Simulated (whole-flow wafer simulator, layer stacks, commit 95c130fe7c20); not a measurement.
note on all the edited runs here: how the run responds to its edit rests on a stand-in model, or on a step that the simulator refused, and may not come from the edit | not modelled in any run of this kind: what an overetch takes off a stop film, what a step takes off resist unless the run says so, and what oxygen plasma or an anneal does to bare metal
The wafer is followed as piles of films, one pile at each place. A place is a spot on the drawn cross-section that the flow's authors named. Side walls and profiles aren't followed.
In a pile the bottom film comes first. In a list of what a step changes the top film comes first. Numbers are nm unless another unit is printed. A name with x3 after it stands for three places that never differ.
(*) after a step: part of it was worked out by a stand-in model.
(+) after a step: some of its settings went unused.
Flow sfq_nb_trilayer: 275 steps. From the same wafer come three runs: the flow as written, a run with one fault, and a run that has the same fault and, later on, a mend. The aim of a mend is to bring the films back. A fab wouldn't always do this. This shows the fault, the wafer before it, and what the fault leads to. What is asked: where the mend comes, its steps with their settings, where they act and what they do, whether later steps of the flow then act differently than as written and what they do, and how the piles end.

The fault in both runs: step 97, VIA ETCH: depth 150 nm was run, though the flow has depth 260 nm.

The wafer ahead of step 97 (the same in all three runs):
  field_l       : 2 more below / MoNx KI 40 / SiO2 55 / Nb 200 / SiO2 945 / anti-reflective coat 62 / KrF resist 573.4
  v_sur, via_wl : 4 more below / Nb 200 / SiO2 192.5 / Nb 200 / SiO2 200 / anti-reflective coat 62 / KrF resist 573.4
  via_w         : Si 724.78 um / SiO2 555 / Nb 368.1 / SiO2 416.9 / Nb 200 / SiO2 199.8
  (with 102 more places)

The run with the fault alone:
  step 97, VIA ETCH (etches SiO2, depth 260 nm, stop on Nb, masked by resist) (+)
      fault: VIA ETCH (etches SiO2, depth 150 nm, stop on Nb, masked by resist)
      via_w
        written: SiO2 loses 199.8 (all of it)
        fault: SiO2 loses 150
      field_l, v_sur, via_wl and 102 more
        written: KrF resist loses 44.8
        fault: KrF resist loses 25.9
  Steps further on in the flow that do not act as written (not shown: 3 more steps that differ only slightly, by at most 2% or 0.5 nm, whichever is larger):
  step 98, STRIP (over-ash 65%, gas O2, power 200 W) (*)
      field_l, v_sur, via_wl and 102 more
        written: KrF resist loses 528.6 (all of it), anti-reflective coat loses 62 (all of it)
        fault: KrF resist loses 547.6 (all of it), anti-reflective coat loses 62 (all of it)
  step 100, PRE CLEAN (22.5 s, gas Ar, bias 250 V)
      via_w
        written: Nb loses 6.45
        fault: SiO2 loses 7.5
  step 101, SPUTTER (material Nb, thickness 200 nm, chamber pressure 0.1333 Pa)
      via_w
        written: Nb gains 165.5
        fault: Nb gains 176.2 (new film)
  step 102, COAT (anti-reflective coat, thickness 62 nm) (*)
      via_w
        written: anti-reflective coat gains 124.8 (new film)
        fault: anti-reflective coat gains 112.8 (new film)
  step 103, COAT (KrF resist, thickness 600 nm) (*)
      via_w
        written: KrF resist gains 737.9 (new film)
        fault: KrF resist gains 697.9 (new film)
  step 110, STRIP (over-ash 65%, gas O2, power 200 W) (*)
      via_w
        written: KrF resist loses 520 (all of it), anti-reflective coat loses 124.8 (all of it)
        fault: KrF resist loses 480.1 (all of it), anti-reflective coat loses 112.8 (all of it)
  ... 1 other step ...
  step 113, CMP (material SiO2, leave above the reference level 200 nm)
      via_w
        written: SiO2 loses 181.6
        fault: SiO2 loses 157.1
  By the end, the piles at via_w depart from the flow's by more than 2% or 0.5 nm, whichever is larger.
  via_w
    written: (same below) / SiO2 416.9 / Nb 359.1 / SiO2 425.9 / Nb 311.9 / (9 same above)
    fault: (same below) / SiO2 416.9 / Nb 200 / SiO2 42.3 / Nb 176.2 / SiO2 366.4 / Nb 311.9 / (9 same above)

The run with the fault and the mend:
  The mend stands after step 98.
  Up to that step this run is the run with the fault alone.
  step 98a, COAT (anti-reflective coat, thickness 62 nm) (*) (the flow's step 90 again)
      p4_fl x3, p4_w1 x9, p4_g1 x2 and 63 more
        anti-reflective coat gains 62 (new film)
      c5j, ce_r, sp_r and 13 more
        anti-reflective coat gains 61.8 (new film)
      gap, jj_sur, ce_l
        anti-reflective coat gains 61.7 (new film)
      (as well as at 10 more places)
  step 98b, COAT (KrF resist, thickness 650 nm) (*) (the flow's step 91 again)
      p4_fl x3, p4_w1 x9, p4_g1 x2 and 63 more
        KrF resist gains 650 (new film)
      moat, field_r, lsp_l, ln_m5, lsp_m, ln_m6, lsp_r, l0_sur
        KrF resist gains 649.6 (new film)
      r_sur, res, r_end, l0v
        KrF resist gains 649.5 (new film)
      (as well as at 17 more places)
  step 98c, SOFTBAKE (KrF resist) (the flow's step 92 again)
      does not change any film at any place that is followed
  step 98d, EXPOSE (photomask I2, dose 11.91 mJ/cm2, NA 0.6, wavelength 248 nm) (*) (the flow's step 93 again)
      does not change any film at any place that is followed
  step 98e, PEB (KrF resist, 90 s) (the flow's step 94 again)
      gap, jj_sur, ce_l and 93 more
        KrF resist loses 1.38
      via_v, wire, be, be_sur
        KrF resist loses 1.37
      field_l, v_sur, via_sp
        KrF resist loses 1.36
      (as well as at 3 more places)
  step 98f, DEVELOP (KrF resist, thickness 650 nm, 60 s) (the flow's step 95 again)
      field_l, v_sur, via_wl and 102 more
        KrF resist loses 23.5
      via_w
        KrF resist loses 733 (all of it)
  step 98g, VIA ETCH (etches anti-reflective coat, depth 125 nm, masked by resist) (+) (the flow's step 96 again)
      field_l, v_sur, via_wl and 102 more
        KrF resist loses 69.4
      via_w
        anti-reflective coat loses 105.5 (all of it), SiO2 loses 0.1
  step 98h, VIA ETCH (etches SiO2, depth 110 nm, stop on Nb, masked by resist) (+) (the flow's step 97 again, with other settings)
      field_l, v_sur, via_wl and 102 more
        KrF resist loses 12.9
      via_w
        SiO2 loses 49.7 (all of it)
  step 98i, STRIP (over-ash 65%, gas O2, power 200 W) (*) (the flow's step 98 again)
      p4_fl x3, p4_w1 x9, p4_g1 x2 and 63 more
        KrF resist loses 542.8 (all of it), anti-reflective coat loses 62 (all of it)
      moat, field_r, lsp_l, ln_m5, lsp_m, ln_m6, lsp_r, l0_sur
        KrF resist loses 542.4 (all of it), anti-reflective coat loses 61.8 (all of it)
      r_sur, res, r_end, l0v
        KrF resist loses 542.3 (all of it), anti-reflective coat loses 61.8 (all of it)
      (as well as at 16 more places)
  Every later step of the flow that is run acts as written at every place that is followed.
  The piles end the same as the flow's at every place that both follow.
